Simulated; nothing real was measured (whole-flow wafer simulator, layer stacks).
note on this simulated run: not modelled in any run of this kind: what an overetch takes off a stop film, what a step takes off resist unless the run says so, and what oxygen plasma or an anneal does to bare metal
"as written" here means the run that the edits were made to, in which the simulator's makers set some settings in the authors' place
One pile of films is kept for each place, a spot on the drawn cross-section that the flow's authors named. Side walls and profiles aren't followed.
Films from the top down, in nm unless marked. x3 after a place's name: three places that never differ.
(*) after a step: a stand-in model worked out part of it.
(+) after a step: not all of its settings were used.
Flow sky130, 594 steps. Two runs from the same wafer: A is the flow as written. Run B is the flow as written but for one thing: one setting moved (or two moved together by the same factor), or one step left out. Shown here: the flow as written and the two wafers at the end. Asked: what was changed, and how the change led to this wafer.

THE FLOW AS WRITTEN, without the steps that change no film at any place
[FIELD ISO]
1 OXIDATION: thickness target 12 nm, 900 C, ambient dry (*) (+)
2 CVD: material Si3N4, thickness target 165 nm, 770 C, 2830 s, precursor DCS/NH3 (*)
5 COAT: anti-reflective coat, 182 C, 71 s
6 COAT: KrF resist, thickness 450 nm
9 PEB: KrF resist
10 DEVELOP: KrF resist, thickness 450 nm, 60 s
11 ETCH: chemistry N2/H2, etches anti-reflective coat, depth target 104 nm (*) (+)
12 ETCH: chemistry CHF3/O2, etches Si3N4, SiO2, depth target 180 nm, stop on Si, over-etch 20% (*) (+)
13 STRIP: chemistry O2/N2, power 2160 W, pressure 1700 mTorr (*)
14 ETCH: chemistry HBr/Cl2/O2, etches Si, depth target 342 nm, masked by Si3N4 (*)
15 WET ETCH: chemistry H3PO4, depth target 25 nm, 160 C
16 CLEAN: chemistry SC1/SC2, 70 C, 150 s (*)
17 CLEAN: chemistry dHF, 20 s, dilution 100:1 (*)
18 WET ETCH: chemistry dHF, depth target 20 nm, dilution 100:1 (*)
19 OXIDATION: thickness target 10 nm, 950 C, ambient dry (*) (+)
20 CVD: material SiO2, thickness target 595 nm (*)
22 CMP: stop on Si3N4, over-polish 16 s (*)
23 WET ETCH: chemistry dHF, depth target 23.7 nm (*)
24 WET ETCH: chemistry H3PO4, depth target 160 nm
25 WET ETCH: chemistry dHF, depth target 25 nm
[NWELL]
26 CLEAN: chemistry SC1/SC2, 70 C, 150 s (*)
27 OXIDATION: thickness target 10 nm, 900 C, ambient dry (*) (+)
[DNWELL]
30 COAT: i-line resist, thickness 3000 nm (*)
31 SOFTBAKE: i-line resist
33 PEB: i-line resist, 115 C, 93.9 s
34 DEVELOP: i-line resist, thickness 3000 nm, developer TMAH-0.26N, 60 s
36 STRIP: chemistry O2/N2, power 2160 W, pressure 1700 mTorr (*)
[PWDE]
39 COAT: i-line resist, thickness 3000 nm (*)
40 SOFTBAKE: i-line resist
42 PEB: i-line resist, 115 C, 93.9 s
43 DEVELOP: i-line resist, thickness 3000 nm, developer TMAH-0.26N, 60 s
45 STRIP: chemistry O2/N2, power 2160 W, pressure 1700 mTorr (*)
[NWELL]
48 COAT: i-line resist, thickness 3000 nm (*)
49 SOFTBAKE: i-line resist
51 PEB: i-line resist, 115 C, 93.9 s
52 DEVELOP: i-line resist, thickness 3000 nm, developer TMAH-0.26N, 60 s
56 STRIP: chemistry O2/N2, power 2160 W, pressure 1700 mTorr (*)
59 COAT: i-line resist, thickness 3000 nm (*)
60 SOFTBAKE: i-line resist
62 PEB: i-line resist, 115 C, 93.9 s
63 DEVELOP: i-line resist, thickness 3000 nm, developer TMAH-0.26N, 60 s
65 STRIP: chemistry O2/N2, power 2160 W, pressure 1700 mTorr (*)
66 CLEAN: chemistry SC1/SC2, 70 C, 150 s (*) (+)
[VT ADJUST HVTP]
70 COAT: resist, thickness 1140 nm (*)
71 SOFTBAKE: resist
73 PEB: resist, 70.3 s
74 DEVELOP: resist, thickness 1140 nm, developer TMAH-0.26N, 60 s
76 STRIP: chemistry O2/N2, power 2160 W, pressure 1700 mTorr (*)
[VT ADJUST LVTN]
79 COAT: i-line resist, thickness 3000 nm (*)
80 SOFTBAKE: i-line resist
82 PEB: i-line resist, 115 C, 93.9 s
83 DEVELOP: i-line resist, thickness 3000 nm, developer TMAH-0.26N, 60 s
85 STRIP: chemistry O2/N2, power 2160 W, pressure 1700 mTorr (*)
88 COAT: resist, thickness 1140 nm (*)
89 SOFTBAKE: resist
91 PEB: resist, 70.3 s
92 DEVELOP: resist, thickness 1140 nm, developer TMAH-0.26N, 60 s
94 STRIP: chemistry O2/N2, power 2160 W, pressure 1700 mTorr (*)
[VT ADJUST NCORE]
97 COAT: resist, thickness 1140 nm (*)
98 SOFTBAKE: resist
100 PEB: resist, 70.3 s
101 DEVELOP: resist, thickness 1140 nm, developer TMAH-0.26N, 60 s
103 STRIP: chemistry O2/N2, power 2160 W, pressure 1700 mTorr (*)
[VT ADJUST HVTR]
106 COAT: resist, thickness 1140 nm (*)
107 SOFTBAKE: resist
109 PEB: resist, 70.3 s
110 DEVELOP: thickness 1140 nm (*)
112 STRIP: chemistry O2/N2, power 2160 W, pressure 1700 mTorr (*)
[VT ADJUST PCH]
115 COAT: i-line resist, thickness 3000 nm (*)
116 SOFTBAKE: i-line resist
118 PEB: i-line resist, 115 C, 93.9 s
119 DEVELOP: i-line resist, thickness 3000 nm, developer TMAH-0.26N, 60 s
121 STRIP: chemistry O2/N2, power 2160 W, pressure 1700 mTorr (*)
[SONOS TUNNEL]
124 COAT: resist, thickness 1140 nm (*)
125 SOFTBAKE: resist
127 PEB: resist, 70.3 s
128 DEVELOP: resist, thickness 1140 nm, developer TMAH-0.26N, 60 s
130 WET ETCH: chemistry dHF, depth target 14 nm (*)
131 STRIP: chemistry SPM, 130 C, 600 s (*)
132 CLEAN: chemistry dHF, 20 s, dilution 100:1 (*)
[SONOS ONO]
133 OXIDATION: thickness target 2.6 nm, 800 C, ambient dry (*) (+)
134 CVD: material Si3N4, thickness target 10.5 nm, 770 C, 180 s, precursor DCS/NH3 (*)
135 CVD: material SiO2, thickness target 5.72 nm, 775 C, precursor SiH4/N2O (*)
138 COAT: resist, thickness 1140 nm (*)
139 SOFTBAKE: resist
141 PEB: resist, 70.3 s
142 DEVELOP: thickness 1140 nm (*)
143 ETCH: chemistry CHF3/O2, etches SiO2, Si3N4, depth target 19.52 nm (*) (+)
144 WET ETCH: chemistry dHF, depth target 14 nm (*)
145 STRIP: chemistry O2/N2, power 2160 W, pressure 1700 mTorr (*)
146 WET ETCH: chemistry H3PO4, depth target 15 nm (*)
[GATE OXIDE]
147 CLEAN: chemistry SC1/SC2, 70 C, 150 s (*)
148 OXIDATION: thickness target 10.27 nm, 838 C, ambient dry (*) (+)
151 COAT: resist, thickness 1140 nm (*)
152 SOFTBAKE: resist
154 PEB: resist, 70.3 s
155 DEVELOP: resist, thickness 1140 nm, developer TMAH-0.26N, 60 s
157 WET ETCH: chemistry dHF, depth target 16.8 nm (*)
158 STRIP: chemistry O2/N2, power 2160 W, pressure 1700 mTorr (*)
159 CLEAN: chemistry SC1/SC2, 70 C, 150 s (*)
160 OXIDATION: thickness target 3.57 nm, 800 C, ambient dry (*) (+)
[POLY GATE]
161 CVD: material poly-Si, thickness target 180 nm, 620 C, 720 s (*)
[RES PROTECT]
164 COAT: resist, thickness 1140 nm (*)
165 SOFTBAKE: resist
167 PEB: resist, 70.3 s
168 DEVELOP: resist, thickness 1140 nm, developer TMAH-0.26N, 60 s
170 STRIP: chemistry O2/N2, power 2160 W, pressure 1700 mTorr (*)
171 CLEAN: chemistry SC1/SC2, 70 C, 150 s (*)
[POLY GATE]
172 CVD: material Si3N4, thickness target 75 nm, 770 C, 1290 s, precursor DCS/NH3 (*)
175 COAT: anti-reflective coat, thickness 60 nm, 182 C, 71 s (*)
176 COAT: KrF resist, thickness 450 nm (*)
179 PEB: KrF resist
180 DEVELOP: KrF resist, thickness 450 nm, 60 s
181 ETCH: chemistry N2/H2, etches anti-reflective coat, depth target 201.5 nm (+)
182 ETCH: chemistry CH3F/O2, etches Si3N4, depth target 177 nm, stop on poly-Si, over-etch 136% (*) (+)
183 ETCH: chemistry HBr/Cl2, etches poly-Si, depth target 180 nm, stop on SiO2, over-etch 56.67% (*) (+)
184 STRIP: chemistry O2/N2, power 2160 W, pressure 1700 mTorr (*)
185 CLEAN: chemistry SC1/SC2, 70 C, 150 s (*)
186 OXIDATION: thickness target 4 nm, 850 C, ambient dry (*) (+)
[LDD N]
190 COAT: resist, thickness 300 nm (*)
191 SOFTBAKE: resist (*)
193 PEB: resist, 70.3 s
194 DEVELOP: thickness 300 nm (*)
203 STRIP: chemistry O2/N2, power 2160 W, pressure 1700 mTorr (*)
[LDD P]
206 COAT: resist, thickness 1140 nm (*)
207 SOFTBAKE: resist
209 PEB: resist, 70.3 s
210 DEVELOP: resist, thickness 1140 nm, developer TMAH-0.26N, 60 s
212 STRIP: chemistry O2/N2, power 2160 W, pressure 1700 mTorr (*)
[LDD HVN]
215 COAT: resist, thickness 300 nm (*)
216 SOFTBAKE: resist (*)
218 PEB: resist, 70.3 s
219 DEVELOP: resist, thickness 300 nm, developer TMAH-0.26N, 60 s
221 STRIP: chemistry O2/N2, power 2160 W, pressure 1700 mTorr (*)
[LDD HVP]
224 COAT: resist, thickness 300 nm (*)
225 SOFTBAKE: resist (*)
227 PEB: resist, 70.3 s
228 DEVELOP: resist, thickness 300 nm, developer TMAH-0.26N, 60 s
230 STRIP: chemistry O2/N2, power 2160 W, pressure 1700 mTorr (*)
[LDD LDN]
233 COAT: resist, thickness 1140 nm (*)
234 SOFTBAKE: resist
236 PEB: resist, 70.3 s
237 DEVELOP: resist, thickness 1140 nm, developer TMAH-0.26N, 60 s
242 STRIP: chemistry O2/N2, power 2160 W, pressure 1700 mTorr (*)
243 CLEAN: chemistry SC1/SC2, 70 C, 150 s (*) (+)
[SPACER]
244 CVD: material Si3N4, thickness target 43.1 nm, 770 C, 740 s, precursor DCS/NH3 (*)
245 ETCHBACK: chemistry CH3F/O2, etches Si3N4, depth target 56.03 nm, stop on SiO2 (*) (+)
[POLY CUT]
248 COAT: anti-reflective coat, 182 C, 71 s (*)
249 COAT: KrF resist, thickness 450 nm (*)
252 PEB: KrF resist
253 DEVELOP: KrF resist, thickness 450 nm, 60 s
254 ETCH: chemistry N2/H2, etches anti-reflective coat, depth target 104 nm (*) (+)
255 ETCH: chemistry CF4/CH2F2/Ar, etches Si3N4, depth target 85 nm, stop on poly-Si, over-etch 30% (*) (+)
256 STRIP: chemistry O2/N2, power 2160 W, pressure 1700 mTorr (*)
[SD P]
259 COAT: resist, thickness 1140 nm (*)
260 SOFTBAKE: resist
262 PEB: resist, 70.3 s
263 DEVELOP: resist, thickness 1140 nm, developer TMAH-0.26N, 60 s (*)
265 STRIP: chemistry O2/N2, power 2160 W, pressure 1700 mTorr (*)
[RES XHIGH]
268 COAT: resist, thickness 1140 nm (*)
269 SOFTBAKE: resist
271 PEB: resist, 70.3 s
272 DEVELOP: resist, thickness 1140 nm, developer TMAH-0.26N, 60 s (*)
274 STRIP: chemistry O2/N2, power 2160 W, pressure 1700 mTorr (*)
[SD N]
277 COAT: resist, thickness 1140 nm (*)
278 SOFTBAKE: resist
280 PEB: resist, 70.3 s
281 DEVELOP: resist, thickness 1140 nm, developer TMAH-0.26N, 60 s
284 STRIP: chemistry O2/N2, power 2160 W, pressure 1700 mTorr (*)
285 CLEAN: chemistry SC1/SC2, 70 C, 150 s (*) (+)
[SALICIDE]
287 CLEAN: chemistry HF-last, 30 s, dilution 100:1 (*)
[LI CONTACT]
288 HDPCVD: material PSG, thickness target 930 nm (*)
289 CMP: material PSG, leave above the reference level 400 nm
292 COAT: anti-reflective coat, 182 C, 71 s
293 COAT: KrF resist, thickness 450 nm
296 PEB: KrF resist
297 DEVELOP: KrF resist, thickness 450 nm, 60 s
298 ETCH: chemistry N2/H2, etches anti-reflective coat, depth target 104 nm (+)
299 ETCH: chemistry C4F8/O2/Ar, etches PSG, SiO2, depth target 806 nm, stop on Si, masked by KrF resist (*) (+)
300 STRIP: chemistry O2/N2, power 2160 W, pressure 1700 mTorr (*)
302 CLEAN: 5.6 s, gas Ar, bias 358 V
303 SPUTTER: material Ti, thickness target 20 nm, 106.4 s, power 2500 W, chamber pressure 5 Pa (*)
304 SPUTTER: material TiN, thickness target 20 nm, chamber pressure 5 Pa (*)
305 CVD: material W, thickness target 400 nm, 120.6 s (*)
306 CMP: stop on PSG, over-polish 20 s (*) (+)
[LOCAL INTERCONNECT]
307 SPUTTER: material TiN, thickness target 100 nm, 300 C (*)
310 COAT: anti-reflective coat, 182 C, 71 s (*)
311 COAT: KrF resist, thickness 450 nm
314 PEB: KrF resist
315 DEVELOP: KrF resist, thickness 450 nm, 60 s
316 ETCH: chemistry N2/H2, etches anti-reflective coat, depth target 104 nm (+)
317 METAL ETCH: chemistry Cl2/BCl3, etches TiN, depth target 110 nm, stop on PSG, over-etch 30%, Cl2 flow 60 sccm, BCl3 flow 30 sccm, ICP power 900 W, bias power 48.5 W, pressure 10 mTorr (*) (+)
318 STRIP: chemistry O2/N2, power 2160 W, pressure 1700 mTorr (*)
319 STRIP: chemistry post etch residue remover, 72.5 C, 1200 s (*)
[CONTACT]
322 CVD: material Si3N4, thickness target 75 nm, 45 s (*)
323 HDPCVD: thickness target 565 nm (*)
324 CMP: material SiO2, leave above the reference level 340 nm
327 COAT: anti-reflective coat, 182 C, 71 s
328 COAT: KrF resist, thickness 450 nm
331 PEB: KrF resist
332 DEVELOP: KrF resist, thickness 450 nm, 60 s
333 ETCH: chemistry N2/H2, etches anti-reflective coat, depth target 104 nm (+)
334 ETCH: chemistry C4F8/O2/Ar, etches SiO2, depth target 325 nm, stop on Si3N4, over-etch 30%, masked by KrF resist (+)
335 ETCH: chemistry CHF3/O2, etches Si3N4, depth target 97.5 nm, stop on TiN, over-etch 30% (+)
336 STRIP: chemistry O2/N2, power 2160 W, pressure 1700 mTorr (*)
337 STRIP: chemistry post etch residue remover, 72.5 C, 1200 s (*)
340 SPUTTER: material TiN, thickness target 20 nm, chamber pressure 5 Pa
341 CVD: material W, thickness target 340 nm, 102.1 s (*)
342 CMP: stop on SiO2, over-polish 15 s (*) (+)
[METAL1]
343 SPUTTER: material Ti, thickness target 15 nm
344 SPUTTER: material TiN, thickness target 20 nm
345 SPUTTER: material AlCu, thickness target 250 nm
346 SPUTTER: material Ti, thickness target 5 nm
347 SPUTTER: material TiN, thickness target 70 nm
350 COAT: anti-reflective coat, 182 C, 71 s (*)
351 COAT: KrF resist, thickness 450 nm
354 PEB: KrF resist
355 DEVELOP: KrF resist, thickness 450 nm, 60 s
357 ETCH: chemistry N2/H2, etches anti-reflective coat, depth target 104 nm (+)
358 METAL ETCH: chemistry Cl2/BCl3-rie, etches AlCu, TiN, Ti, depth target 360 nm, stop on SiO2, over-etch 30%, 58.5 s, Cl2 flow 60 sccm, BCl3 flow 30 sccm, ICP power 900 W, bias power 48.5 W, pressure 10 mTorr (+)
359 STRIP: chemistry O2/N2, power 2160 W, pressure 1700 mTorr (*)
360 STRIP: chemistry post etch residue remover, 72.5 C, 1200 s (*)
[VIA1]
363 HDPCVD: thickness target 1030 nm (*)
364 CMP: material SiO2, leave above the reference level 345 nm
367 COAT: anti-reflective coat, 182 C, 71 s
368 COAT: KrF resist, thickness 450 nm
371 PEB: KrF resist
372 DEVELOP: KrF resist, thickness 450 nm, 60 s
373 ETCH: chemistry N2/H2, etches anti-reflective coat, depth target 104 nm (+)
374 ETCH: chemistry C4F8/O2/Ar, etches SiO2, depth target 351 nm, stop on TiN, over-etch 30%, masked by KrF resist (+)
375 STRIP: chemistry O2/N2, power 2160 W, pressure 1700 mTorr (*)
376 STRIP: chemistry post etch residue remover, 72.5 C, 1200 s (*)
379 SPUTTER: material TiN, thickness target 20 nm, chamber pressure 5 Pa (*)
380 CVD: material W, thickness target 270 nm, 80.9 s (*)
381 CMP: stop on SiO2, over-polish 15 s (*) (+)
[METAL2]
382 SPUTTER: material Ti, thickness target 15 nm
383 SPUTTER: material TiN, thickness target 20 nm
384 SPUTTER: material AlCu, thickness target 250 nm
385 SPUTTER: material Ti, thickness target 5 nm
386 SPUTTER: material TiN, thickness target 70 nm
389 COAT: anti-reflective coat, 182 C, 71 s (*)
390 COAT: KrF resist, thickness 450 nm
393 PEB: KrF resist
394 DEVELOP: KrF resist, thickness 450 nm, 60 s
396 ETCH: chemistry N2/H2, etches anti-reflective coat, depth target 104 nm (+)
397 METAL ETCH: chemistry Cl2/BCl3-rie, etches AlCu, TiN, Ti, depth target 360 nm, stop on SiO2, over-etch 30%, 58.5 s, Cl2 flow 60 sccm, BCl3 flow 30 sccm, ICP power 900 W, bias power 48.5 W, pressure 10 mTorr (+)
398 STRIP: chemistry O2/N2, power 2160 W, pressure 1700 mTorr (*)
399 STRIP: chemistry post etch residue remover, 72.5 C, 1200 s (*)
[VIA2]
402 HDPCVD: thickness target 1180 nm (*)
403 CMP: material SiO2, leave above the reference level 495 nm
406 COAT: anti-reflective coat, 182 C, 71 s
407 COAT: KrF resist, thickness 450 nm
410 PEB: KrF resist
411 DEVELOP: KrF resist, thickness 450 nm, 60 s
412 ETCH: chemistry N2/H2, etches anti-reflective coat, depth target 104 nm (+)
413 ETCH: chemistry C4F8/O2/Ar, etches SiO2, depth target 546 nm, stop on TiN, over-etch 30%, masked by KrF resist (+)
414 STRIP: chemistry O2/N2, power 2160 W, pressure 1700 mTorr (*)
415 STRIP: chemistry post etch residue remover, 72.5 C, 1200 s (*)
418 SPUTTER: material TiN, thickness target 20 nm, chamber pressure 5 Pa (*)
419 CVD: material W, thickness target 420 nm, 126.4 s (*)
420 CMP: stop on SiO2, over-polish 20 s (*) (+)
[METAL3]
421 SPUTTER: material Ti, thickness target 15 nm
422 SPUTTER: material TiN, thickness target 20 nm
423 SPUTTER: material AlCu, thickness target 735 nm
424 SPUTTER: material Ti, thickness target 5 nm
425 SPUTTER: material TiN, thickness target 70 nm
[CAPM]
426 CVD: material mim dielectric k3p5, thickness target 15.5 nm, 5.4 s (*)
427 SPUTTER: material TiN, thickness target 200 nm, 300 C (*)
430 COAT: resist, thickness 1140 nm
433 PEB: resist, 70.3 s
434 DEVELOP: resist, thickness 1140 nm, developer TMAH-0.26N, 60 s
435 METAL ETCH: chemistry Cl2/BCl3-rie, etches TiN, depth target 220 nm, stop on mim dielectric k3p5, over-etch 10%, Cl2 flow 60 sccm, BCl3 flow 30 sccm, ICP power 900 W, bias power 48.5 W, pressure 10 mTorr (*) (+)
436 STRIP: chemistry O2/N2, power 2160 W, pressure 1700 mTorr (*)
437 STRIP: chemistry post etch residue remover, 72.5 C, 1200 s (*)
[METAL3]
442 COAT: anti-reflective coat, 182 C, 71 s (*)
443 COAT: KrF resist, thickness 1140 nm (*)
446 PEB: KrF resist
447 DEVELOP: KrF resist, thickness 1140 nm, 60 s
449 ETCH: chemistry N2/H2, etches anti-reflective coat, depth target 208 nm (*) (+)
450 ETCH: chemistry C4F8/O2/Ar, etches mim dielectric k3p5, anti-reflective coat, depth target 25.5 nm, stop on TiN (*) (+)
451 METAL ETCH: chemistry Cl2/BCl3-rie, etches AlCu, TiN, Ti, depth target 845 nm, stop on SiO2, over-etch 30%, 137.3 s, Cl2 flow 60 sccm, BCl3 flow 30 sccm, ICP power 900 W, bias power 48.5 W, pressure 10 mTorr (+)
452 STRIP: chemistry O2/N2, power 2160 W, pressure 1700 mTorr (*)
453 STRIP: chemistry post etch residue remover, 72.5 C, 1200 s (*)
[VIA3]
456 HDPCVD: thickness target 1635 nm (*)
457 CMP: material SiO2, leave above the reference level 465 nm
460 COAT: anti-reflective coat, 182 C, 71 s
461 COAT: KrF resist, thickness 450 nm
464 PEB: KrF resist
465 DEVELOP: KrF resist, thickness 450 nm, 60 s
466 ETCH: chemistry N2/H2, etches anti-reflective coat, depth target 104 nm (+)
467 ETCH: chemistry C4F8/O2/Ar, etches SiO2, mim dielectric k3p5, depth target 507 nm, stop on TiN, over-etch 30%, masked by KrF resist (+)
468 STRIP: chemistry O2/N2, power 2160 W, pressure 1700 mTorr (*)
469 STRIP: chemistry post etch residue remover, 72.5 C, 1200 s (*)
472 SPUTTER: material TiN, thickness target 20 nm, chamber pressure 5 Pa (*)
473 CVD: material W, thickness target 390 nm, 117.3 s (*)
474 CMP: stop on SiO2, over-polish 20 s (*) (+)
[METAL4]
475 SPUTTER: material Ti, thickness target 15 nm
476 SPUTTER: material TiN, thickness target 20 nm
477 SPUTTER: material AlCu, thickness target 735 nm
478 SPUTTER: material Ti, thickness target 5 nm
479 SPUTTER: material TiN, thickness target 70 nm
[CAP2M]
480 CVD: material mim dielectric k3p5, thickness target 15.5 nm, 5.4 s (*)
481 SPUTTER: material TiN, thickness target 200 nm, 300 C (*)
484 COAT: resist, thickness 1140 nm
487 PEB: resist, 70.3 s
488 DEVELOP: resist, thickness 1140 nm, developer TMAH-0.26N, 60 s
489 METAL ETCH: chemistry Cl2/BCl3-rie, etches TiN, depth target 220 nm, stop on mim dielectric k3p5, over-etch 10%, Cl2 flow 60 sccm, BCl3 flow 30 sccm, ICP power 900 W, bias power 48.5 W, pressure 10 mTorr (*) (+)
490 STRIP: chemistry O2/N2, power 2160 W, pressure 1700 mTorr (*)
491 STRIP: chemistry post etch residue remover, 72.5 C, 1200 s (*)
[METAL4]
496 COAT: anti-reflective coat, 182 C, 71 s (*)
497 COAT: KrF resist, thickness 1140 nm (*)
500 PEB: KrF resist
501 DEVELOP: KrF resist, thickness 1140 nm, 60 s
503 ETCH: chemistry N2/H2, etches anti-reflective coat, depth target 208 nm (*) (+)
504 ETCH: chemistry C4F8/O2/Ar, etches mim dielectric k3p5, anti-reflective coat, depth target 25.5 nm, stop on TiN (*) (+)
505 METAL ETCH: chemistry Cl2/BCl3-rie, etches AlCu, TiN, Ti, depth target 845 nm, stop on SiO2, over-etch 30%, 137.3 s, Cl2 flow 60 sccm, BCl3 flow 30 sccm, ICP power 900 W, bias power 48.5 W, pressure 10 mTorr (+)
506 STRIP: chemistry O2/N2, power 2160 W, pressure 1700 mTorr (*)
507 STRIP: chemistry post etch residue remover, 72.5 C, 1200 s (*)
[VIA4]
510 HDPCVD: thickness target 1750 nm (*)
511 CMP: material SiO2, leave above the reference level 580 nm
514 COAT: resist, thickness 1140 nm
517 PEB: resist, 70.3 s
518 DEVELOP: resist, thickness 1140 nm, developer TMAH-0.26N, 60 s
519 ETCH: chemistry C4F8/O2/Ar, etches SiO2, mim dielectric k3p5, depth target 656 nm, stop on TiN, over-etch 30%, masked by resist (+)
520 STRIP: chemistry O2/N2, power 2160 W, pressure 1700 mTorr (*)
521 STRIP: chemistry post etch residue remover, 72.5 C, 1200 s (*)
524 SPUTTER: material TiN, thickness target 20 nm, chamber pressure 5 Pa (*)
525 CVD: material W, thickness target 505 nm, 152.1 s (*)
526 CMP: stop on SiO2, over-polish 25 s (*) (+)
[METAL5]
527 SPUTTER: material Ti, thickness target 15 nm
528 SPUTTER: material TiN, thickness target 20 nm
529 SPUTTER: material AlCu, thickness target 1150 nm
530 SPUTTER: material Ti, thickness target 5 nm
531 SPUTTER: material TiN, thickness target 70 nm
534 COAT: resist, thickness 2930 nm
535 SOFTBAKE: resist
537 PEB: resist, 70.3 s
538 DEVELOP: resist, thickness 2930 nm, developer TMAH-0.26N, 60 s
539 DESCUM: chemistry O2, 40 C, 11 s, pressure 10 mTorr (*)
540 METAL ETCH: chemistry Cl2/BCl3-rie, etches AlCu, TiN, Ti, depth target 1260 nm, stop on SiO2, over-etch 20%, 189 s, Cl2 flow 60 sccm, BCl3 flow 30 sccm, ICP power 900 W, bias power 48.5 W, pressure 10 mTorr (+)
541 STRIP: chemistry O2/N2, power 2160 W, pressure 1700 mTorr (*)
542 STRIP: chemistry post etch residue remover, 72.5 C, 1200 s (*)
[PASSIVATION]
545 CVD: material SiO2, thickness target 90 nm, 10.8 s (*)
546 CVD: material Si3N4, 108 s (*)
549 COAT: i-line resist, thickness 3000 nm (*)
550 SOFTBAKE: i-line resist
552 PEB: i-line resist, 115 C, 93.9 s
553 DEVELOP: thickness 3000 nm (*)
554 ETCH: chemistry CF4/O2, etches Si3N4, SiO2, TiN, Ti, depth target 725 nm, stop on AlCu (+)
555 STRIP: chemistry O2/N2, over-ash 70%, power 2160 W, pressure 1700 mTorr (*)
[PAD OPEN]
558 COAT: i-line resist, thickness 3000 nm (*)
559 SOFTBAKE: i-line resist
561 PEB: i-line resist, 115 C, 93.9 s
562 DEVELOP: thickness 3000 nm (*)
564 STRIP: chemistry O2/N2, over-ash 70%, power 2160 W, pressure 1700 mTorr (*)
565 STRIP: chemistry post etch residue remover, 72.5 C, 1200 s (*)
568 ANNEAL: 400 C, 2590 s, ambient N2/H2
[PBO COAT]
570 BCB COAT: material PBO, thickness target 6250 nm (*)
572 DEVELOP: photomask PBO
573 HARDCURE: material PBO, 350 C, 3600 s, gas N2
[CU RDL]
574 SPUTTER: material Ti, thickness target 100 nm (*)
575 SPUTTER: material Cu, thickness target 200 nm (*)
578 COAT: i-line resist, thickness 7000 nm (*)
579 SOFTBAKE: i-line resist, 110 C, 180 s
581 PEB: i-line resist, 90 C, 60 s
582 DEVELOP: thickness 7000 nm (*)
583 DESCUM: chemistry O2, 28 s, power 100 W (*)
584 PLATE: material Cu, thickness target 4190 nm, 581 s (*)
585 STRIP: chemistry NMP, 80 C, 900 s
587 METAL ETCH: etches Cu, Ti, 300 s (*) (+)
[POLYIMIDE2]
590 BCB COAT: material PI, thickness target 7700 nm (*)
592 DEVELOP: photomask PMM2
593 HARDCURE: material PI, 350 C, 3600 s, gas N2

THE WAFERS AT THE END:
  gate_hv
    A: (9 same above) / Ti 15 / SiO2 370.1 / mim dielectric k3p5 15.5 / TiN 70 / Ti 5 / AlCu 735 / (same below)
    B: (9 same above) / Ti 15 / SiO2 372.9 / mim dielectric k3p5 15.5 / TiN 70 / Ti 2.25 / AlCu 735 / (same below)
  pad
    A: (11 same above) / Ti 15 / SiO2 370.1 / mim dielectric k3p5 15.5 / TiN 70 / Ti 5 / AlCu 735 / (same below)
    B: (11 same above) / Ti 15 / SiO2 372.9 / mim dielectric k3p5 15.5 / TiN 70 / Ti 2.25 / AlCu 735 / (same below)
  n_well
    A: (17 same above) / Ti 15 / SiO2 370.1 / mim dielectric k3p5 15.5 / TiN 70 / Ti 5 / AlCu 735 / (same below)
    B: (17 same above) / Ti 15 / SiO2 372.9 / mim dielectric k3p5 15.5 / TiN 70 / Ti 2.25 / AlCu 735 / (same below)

The cause: step 424, SPUTTER: thickness target 2.25 nm was run, where the flow has thickness target 5 nm.
It can be read off the wafer: gate_hv has Ti 2.25, and step 424 as written asks for 5 nm.

How the change led to this, step by step:
  424 SPUTTER: material Ti, thickness target 5 nm
      field, active, n_well and 188 more: A Ti +5 (new film) | B Ti +2.25 (new film)
  451 METAL ETCH: chemistry Cl2/BCl3-rie, etches AlCu, TiN, Ti, depth target 845 nm, stop on SiO2, over-etch 30%, 137.3 s, Cl2 flow 60 sccm, BCl3 flow 30 sccm, ICP power 900 W, bias power 48.5 W, pressure 10 mTorr (+)
      field, gate, spacer and 68 more: A TiN -70 (all of it), Ti -5 (all of it), AlCu -735 (all of it), TiN -20 (all of it), Ti -15 (all of it), SiO2 -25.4 | B TiN -70 (all of it), Ti -2.25 (all of it), AlCu -735 (all of it), TiN -20 (all of it), Ti -15 (all of it), SiO2 -25.6
      active, vpp_ln, vpp_iso2 and 11 more: A TiN -70 (all of it), Ti -5 (all of it), AlCu -735 (all of it), TiN -20 (all of it), Ti -15 (all of it), SiO2 -25.3 | B TiN -70 (all of it), Ti -2.25 (all of it), AlCu -735 (all of it), TiN -20 (all of it), Ti -15 (all of it), SiO2 -25.6
